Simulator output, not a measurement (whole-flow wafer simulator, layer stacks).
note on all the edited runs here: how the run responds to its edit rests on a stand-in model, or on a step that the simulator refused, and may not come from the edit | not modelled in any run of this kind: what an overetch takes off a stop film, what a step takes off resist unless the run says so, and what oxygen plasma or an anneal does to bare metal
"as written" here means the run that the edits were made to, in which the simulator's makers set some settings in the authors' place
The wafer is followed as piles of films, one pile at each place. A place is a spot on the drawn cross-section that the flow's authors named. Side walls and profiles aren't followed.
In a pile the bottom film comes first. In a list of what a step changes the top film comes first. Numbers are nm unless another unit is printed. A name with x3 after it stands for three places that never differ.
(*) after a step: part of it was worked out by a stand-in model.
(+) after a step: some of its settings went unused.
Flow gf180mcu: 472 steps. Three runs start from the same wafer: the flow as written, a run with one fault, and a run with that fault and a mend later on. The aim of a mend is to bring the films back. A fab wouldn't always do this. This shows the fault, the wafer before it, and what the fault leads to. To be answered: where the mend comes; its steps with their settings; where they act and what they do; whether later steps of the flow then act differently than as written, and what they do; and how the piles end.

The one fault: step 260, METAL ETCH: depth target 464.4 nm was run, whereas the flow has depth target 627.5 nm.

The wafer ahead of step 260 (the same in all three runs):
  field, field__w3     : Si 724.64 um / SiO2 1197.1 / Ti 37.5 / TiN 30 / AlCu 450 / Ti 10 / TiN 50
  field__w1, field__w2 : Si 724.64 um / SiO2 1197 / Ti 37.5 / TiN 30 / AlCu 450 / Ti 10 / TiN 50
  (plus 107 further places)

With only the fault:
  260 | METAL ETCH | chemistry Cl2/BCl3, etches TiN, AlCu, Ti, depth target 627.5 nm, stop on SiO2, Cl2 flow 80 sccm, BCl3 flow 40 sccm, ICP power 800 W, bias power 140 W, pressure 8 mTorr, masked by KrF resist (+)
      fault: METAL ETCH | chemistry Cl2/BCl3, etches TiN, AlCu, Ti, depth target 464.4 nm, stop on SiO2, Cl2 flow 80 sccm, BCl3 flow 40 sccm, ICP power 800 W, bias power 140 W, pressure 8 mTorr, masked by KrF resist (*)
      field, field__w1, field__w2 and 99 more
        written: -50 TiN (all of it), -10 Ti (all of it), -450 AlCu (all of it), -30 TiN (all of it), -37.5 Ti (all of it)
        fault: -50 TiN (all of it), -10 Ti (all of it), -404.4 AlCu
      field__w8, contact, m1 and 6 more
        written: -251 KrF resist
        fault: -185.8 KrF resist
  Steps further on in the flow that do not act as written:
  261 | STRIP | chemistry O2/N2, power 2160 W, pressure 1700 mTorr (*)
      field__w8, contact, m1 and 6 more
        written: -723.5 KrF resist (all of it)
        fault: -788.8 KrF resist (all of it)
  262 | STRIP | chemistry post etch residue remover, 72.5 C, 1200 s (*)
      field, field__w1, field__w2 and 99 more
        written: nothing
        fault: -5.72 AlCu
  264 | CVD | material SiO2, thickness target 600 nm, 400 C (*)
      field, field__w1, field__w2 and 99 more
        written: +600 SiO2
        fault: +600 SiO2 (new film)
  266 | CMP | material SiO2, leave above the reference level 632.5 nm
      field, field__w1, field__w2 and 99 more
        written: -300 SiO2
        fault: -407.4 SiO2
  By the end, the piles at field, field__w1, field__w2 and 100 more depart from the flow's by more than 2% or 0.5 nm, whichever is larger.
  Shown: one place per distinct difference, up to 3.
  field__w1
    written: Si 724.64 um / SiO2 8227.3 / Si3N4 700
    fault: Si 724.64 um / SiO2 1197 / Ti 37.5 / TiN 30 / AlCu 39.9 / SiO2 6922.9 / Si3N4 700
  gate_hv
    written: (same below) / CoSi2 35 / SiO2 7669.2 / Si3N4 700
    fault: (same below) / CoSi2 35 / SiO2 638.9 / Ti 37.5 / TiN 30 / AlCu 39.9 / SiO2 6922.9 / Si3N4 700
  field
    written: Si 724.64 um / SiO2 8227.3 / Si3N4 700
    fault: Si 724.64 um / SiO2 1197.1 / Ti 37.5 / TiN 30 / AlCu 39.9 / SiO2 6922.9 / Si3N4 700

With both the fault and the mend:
  The mend stands after step 262.
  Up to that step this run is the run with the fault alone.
  262a | DEHYDRATE | 200 C, 60 s (a further turn of the flow's step 253)
      leaves every film unchanged at each place that is followed
  262b | HMDS | 120 C, 60 s (a further turn of the flow's step 254)
      leaves every film unchanged at each place that is followed
  262c | COAT | KrF resist, thickness 1000 nm (*) (a further turn of the flow's step 255)
      iso_ptap_pw, iso_ntap_nw, iso_nw_fld and 33 more
        +1000 KrF resist (new film)
      field__w1, field_sub, field_sub__w1 and 15 more
        +1002.7 KrF resist (new film)
      field__w11, field__w13, p_well and 7 more
        +1003.1 KrF resist (new film)
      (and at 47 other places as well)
  262d | SOFTBAKE | KrF resist (a further turn of the flow's step 256)
      leaves every film unchanged at each place that is followed
  262e | EXPOSE | photomask Metal1 (a further turn of the flow's step 257)
      leaves every film unchanged at each place that is followed
  262f | PEB | KrF resist, 135 C, 90 s (a further turn of the flow's step 258)
      field__w1, field__w2, field__w3 and 56 more
        -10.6 KrF resist
      iso_ptap_pw, iso_ntap_nw, iso_nw_fld and 33 more
        -10.5 KrF resist
      gate_hv, sd_p, nw_sep_fld
        -10.7 KrF resist
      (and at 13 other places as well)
  262g | DEVELOP | thickness 1000 nm, 60 s (a further turn of the flow's step 259)
      iso_ptap_pw, iso_ntap_nw, iso_nw_fld and 33 more
        -989.5 KrF resist (all of it)
      field_sub__w3, field_sub__w4, ld_sd_p and 10 more
        -992.2 KrF resist (all of it)
      field__w1, field_sub, field_sub__w1 and 7 more
        -992.1 KrF resist (all of it)
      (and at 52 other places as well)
  262h | METAL ETCH | chemistry Cl2/BCl3, etches TiN, AlCu, Ti, depth target 163.1 nm, stop on SiO2, Cl2 flow 80 sccm, BCl3 flow 40 sccm, ICP power 800 W, bias power 140 W, pressure 8 mTorr, masked by KrF resist (+) (a further turn of the flow's step 260, with different settings)
      field, field__w1, field__w2 and 99 more
        -39.9 AlCu (all of it), -30 TiN (all of it), -37.5 Ti (all of it)
      field__w8, contact, m1 and 6 more
        -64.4 KrF resist
  262i | STRIP | chemistry O2/N2, power 2160 W, pressure 1700 mTorr (*) (a further turn of the flow's step 261)
      field__w8
        -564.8 KrF resist (all of it)
      contact
        -562.8 KrF resist (all of it)
      m1
        -565.7 KrF resist (all of it)
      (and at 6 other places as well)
  262j | STRIP | chemistry post etch residue remover, 72.5 C, 1200 s (*) (a further turn of the flow's step 262)
      field__w8, contact, m1 and 6 more
        -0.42 TiN
  Every later step of the flow that is run acts as written, at every place that is followed, to within 2% or 0.5 nm, whichever is larger.
  At the end the piles are close to the flow's at the places that both follow, differing by at most 2% or 0.5 nm, whichever is larger.
